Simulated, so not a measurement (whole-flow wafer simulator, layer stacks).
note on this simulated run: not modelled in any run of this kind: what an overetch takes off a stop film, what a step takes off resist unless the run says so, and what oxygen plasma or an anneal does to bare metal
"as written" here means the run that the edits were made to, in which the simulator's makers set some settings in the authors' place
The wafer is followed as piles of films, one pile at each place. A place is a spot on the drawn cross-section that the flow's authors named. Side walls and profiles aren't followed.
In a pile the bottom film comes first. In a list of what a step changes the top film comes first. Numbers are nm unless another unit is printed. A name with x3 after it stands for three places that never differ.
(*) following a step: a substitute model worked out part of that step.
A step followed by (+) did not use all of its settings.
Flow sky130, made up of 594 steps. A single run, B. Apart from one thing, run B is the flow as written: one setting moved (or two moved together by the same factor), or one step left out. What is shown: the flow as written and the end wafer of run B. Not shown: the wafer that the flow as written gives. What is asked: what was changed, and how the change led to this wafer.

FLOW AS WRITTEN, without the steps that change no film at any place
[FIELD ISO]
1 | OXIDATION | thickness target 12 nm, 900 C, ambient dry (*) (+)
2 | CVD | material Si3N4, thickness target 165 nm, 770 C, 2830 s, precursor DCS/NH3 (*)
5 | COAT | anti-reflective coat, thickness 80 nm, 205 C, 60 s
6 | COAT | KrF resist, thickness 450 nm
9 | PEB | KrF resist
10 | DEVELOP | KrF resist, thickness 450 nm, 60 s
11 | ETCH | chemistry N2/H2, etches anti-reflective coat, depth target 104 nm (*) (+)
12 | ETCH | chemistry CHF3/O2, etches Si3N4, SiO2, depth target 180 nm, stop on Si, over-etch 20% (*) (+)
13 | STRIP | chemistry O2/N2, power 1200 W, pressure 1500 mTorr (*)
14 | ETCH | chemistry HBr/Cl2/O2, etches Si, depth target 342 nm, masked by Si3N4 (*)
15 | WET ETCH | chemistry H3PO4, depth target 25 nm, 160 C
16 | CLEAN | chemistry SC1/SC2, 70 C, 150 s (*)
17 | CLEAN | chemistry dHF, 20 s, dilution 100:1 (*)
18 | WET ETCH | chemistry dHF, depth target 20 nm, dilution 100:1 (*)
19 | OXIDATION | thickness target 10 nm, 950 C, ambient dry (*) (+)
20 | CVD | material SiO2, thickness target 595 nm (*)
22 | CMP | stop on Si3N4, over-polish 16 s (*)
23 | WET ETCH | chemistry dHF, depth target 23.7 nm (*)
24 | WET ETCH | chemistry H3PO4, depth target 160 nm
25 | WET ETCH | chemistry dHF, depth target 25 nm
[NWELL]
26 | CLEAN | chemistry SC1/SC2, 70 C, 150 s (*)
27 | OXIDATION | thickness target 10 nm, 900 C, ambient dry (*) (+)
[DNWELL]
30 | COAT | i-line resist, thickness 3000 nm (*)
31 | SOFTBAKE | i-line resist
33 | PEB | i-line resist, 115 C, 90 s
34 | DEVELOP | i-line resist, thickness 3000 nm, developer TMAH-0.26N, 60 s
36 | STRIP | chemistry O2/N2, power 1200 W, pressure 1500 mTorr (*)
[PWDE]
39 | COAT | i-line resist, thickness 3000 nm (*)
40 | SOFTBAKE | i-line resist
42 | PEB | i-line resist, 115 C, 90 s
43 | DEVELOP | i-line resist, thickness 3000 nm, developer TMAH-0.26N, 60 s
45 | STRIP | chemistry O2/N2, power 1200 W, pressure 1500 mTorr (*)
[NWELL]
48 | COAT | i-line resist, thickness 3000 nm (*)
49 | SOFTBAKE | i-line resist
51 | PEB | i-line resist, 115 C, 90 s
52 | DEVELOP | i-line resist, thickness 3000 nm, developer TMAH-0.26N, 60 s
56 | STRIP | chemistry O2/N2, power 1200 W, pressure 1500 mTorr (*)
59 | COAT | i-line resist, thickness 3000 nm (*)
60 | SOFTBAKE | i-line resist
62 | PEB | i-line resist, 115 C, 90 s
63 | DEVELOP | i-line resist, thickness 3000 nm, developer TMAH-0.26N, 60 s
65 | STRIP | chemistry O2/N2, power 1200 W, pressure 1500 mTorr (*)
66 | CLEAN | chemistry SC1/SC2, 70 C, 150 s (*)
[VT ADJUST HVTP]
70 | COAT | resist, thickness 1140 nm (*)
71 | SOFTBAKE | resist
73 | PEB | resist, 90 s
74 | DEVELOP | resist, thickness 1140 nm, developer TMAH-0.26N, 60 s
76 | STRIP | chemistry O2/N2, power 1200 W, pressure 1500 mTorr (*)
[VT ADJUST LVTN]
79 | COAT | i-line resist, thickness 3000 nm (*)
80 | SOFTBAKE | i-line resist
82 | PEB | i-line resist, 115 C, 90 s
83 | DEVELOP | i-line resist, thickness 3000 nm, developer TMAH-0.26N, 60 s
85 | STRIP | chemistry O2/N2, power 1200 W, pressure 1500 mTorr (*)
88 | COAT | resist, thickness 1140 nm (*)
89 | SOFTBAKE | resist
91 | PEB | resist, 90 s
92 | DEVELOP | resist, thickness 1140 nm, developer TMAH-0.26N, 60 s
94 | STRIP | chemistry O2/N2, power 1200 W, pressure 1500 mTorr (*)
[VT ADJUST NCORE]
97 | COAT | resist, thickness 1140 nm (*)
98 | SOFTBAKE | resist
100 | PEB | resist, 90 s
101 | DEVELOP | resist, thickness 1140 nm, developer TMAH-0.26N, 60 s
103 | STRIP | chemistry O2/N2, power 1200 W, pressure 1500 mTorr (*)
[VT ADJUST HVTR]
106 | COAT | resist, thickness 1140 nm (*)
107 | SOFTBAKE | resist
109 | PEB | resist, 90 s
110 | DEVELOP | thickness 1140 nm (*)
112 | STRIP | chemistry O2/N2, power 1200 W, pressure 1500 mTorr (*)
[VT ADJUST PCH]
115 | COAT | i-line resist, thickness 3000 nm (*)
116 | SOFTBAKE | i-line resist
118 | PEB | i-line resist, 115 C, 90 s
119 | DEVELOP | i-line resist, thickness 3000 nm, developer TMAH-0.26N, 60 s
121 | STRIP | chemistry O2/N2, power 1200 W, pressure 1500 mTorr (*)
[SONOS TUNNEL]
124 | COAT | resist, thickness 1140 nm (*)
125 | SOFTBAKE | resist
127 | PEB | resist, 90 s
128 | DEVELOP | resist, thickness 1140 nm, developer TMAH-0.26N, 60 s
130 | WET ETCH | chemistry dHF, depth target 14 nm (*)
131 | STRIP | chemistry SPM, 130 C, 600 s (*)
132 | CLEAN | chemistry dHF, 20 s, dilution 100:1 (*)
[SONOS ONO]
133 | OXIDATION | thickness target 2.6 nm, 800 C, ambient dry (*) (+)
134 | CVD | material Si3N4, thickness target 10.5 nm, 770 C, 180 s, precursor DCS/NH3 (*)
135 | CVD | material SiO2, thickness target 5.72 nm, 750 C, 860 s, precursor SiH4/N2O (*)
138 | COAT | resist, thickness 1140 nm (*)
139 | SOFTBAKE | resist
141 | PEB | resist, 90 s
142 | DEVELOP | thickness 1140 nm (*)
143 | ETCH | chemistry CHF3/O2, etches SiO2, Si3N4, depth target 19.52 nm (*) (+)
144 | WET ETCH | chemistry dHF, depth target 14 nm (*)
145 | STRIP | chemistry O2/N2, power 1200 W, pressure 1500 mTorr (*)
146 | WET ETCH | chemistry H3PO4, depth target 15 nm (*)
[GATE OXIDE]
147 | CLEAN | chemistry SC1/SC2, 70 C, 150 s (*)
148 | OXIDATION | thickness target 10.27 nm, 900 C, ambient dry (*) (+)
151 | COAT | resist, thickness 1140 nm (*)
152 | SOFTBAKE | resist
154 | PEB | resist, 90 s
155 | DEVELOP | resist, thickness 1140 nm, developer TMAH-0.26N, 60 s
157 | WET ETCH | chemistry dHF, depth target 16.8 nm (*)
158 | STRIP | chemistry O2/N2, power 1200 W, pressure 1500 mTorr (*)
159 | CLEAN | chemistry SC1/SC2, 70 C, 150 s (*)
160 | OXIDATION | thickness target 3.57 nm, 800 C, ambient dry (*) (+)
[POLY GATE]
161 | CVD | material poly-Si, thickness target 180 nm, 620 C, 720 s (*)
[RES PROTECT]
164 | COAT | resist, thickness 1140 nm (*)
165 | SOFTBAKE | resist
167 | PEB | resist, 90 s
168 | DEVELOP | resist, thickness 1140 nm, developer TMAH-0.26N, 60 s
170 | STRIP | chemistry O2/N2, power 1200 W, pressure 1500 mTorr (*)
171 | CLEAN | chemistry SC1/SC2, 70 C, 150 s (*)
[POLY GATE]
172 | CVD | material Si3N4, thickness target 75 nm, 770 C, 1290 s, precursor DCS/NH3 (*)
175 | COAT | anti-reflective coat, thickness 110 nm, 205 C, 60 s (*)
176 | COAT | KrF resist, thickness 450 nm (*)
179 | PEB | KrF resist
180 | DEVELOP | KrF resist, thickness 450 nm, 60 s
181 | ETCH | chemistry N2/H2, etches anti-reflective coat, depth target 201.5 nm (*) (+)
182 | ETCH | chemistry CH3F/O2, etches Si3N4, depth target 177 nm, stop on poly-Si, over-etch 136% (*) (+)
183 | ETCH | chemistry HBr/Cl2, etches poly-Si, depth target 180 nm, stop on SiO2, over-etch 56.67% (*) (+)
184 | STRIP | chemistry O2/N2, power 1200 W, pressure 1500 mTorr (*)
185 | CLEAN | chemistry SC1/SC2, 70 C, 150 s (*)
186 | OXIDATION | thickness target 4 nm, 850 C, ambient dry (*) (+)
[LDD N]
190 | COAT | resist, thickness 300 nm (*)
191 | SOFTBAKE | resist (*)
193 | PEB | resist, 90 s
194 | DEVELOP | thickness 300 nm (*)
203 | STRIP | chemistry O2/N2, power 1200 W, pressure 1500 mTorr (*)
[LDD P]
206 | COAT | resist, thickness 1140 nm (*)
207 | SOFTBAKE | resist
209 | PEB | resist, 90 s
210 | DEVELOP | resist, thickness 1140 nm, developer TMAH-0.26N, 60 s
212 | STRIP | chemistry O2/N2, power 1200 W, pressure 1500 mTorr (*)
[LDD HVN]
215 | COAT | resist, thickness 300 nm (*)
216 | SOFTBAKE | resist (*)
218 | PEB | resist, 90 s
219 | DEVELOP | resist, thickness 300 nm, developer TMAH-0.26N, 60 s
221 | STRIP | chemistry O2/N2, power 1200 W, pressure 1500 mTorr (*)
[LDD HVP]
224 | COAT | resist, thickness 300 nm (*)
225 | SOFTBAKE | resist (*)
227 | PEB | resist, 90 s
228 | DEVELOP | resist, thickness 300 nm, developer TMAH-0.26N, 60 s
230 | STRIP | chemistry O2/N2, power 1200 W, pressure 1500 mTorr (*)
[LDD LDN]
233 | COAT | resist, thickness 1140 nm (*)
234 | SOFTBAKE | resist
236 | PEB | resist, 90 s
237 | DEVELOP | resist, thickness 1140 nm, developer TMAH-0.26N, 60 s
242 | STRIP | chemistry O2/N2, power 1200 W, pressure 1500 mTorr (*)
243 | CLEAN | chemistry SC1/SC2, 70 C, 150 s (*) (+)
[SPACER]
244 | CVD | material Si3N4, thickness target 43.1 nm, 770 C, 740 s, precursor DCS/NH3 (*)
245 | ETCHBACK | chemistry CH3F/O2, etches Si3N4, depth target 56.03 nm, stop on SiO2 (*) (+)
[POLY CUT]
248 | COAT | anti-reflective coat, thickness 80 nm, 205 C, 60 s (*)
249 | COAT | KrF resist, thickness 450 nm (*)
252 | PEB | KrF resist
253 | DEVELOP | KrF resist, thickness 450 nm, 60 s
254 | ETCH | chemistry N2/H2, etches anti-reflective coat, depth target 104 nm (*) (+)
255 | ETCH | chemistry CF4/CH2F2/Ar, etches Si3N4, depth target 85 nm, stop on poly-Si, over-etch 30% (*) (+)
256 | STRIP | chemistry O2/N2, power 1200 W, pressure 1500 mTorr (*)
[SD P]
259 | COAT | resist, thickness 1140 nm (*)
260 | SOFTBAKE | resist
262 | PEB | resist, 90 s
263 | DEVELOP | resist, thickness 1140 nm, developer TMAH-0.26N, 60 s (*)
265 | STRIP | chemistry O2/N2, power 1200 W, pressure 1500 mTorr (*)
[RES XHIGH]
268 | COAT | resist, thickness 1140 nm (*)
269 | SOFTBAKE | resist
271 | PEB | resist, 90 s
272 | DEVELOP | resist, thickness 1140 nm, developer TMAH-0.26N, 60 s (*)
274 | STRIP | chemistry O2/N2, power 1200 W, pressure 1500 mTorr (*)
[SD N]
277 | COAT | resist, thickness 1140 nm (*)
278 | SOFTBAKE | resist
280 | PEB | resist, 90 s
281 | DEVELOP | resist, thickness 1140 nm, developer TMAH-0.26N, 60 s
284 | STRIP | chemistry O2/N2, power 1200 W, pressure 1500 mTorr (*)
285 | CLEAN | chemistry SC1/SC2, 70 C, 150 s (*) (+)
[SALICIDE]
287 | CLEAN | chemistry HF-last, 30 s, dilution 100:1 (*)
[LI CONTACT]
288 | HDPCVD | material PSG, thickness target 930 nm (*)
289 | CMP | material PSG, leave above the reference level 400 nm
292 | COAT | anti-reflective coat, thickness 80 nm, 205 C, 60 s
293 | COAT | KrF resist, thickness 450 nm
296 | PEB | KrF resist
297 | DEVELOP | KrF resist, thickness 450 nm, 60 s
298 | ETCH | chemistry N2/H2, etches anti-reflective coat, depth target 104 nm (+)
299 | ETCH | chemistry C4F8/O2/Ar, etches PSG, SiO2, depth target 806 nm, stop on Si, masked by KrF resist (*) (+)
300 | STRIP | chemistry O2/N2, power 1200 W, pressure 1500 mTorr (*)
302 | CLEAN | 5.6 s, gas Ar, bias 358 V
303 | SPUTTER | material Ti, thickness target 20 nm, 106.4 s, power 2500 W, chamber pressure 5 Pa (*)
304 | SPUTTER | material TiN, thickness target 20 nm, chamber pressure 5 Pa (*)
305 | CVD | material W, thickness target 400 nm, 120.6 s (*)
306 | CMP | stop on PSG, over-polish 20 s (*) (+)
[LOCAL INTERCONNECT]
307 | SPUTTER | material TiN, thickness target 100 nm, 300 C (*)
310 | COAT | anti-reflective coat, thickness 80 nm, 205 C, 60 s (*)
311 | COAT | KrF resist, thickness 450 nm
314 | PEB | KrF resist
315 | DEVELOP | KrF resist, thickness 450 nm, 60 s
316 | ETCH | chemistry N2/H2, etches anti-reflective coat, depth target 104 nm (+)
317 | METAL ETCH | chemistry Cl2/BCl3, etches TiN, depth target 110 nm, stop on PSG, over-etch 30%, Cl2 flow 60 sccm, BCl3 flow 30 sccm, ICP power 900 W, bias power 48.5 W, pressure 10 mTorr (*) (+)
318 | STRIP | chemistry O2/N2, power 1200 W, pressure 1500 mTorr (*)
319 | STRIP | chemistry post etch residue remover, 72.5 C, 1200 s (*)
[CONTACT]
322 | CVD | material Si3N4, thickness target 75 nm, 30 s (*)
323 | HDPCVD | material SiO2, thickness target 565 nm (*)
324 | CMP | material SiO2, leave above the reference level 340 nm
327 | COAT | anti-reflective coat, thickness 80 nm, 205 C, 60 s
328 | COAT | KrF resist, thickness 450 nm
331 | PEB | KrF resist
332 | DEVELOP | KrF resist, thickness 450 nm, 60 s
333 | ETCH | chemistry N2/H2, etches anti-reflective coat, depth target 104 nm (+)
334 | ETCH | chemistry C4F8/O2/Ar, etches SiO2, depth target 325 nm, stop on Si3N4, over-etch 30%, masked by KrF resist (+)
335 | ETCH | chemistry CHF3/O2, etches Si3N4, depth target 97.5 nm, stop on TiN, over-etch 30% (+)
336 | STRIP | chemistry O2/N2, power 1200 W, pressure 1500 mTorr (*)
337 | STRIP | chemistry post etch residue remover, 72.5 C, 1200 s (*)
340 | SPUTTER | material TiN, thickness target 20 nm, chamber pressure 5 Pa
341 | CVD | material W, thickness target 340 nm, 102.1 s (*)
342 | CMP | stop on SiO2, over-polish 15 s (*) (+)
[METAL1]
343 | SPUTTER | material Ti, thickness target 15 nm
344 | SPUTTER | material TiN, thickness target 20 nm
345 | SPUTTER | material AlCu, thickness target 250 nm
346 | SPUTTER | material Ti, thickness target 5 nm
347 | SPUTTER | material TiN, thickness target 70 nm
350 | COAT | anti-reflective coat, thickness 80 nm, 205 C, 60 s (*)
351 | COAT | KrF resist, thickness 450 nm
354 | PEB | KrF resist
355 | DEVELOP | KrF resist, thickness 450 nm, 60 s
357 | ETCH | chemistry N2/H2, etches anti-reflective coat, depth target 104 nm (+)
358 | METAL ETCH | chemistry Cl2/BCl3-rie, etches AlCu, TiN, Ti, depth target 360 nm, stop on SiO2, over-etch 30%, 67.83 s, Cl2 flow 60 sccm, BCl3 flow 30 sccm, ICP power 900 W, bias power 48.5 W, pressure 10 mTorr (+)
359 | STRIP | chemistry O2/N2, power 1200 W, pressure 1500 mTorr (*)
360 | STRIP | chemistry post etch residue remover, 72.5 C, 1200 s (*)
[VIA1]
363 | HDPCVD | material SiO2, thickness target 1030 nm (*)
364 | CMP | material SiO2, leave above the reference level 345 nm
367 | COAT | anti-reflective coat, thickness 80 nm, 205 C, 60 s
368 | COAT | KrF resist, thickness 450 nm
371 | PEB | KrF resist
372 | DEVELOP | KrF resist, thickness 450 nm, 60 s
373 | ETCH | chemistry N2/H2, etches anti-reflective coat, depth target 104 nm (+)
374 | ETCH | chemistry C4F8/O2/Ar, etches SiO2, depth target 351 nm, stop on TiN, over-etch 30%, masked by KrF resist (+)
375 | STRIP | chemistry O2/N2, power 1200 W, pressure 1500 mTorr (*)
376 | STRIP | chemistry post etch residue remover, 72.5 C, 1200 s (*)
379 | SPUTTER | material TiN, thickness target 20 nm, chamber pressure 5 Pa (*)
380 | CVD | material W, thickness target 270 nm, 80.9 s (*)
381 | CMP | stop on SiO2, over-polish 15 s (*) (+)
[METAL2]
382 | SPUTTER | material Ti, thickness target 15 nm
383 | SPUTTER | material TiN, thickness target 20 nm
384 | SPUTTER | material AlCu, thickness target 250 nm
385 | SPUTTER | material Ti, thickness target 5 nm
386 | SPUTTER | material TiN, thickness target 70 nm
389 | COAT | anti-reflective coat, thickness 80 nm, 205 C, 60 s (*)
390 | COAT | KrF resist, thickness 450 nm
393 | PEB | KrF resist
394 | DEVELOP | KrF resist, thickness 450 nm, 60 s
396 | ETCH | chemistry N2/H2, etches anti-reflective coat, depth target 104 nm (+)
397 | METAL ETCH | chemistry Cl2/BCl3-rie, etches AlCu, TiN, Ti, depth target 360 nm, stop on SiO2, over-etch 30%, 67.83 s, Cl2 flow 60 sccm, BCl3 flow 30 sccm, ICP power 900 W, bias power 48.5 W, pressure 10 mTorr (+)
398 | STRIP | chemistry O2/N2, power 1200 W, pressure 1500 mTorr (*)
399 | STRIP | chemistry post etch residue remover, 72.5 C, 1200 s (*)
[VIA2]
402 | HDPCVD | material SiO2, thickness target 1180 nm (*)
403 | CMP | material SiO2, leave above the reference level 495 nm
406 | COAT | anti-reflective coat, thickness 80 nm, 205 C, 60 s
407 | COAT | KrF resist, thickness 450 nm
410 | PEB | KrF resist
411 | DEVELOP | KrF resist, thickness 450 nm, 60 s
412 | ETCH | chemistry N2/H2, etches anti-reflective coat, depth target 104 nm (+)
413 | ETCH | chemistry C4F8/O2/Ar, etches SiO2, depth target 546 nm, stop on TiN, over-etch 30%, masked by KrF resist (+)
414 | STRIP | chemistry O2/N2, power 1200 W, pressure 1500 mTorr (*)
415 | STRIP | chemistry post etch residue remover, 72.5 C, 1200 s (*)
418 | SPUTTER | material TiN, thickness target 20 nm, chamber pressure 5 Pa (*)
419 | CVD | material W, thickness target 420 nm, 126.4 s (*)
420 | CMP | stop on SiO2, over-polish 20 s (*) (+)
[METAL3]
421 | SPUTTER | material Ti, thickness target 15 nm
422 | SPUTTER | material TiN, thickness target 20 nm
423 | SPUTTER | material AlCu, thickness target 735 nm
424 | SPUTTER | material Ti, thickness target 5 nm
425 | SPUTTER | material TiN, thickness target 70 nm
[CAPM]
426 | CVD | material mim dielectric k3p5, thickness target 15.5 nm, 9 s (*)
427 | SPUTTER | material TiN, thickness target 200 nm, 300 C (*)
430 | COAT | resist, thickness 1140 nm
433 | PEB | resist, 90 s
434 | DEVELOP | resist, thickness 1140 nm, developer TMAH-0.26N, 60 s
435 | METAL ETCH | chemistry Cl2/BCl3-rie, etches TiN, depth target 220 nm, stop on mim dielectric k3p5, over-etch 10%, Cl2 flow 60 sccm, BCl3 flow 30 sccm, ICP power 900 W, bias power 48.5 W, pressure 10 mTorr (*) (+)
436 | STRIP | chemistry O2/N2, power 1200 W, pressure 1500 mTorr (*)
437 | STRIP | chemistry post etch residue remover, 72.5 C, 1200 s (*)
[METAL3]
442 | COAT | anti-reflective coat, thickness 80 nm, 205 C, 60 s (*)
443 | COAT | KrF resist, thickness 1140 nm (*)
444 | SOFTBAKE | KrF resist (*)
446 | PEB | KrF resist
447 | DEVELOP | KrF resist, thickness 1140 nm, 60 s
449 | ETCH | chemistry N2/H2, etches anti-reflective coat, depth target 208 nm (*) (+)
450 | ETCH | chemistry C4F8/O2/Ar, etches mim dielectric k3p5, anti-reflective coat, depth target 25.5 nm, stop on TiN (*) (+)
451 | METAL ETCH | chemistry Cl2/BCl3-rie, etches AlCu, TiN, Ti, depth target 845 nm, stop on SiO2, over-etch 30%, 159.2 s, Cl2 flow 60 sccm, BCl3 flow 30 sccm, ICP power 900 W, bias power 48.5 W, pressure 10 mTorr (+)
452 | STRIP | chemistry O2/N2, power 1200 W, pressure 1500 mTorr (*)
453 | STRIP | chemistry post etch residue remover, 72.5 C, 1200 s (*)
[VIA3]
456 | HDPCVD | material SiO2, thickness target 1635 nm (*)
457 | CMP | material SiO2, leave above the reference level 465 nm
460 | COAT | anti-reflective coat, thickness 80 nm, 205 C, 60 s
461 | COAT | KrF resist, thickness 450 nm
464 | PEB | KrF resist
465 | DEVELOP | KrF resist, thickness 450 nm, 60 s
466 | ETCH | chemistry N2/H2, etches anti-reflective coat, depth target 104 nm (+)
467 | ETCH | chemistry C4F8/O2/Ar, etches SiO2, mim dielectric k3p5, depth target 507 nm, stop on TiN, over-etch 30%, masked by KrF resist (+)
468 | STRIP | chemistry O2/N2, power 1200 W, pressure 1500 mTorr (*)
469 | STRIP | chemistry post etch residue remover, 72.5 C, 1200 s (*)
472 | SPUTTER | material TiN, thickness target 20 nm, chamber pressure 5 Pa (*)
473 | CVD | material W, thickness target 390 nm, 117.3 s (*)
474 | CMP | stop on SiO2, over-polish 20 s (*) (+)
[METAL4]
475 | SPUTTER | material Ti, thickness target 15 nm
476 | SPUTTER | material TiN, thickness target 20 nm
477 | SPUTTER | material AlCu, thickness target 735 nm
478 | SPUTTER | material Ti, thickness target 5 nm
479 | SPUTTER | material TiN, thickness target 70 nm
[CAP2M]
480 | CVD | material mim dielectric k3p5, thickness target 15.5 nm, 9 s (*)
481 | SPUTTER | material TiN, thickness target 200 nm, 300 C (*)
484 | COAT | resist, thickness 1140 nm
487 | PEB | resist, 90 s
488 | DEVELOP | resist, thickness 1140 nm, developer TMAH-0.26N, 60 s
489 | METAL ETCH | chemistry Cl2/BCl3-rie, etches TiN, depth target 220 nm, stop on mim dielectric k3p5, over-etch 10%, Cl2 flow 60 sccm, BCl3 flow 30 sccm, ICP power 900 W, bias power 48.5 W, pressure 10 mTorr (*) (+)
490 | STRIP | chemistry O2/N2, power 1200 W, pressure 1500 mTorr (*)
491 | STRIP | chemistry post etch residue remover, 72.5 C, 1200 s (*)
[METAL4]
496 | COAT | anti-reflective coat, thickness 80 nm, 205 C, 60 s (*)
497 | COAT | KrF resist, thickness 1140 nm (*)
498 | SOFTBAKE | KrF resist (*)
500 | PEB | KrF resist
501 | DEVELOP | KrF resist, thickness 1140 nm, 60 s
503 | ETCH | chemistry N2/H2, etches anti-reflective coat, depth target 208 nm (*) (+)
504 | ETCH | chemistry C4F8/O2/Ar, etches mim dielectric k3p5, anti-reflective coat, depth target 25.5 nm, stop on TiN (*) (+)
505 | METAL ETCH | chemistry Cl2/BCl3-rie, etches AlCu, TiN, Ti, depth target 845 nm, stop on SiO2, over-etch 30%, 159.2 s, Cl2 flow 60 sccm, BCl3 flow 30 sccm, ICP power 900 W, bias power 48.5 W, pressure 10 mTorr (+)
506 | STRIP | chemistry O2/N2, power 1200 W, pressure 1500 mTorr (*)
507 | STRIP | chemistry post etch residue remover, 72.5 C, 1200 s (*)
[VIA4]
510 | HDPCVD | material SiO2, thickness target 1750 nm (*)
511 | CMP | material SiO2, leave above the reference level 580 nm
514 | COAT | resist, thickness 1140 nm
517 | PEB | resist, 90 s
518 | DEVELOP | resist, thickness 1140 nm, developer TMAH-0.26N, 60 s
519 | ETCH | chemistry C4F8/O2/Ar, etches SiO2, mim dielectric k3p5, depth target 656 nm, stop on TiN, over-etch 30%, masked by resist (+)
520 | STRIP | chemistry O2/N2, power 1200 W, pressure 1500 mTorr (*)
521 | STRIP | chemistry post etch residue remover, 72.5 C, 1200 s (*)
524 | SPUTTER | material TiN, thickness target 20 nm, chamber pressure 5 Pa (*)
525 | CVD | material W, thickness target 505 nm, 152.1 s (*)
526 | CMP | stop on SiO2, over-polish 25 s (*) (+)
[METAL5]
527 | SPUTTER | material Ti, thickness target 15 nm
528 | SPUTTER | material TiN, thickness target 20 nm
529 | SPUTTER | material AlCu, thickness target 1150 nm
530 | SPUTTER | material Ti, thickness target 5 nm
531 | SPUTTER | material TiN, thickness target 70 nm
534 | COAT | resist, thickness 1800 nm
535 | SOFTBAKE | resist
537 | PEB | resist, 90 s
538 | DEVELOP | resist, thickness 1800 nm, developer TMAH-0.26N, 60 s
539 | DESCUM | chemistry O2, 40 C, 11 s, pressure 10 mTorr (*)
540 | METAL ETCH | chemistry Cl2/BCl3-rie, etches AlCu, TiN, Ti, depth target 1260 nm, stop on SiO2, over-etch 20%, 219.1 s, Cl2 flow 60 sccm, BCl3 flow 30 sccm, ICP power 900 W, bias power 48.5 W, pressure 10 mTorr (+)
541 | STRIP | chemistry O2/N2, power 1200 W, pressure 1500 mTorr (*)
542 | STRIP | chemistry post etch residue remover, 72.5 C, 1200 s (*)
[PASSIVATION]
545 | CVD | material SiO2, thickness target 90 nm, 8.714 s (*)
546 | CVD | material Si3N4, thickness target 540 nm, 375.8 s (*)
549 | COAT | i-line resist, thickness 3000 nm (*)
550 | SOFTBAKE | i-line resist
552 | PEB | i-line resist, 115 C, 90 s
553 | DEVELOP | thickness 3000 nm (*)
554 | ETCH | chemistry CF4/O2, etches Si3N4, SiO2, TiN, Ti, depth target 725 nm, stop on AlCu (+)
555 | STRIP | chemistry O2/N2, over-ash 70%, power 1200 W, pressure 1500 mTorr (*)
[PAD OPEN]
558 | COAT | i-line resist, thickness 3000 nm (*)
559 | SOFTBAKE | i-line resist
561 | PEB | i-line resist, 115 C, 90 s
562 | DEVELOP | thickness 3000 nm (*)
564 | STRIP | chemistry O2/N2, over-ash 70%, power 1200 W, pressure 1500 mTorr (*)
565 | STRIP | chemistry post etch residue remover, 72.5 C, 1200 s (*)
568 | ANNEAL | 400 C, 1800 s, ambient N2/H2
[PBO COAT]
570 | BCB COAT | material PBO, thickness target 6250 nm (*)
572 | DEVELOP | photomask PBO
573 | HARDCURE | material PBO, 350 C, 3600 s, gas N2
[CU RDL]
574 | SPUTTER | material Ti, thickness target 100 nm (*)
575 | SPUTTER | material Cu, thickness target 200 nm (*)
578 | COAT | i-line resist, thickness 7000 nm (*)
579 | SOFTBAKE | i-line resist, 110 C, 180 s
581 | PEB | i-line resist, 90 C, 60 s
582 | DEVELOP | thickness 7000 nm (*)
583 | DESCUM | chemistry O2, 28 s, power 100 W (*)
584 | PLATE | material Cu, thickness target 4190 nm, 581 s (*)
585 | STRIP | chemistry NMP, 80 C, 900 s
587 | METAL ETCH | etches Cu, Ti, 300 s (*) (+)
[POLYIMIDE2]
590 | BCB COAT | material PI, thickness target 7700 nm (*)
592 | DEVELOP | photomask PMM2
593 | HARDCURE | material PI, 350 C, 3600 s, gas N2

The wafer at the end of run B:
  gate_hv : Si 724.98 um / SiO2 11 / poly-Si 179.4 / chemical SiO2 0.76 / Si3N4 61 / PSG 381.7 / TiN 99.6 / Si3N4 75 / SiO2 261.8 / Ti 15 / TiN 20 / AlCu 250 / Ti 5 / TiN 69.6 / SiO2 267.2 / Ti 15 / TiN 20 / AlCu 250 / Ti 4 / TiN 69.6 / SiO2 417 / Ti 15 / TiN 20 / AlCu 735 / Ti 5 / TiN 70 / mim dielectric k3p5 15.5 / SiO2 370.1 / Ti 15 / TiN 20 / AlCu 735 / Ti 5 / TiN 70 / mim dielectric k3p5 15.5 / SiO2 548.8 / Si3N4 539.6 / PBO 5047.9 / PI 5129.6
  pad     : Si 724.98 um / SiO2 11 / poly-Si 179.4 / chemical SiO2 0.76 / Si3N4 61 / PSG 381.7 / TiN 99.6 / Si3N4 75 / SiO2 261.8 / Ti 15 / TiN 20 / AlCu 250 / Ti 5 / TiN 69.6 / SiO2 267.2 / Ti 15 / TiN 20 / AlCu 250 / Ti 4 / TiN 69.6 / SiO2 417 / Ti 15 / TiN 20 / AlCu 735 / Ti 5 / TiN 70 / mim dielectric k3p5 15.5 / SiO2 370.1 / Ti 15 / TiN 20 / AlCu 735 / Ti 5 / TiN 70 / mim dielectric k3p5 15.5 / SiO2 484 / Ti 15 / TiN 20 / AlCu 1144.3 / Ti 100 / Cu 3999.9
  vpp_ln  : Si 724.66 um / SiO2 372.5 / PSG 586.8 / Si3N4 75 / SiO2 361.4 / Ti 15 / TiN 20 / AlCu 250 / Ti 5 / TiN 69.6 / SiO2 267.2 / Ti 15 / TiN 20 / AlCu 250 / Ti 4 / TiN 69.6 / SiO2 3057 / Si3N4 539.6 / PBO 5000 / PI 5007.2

The reason: step 385, SPUTTER: thickness target 4 nm was run, while the flow as written has thickness target 5 nm.
The wafer lets one read it off: gate_hv has Ti 4, and step 385 as written asks for 5 nm.

Step by step, how the change led to this:
  385 | SPUTTER | material Ti, thickness target 5 nm
      field, active, n_well and 188 more: Ti gains 4 (new film) (it would be, as written: Ti gains 5 (new film))
  397 | METAL ETCH | chemistry Cl2/BCl3-rie, etches AlCu, TiN, Ti, depth target 360 nm, stop on SiO2, over-etch 30%, 67.83 s, Cl2 flow 60 sccm, BCl3 flow 30 sccm, ICP power 900 W, bias power 48.5 W, pressure 10 mTorr (+)
      field, active, gate and 82 more: TiN loses 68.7 (all of it), Ti loses 4 (all of it), AlCu loses 250 (all of it), TiN loses 20 (all of it), Ti loses 15 (all of it), SiO2 loses 11 (it would be, as written: TiN loses 68.7 (all of it), Ti loses 5 (all of it), AlCu loses 250 (all of it), TiN loses 20 (all of it), Ti loses 15 (all of it), SiO2 loses 10.9)
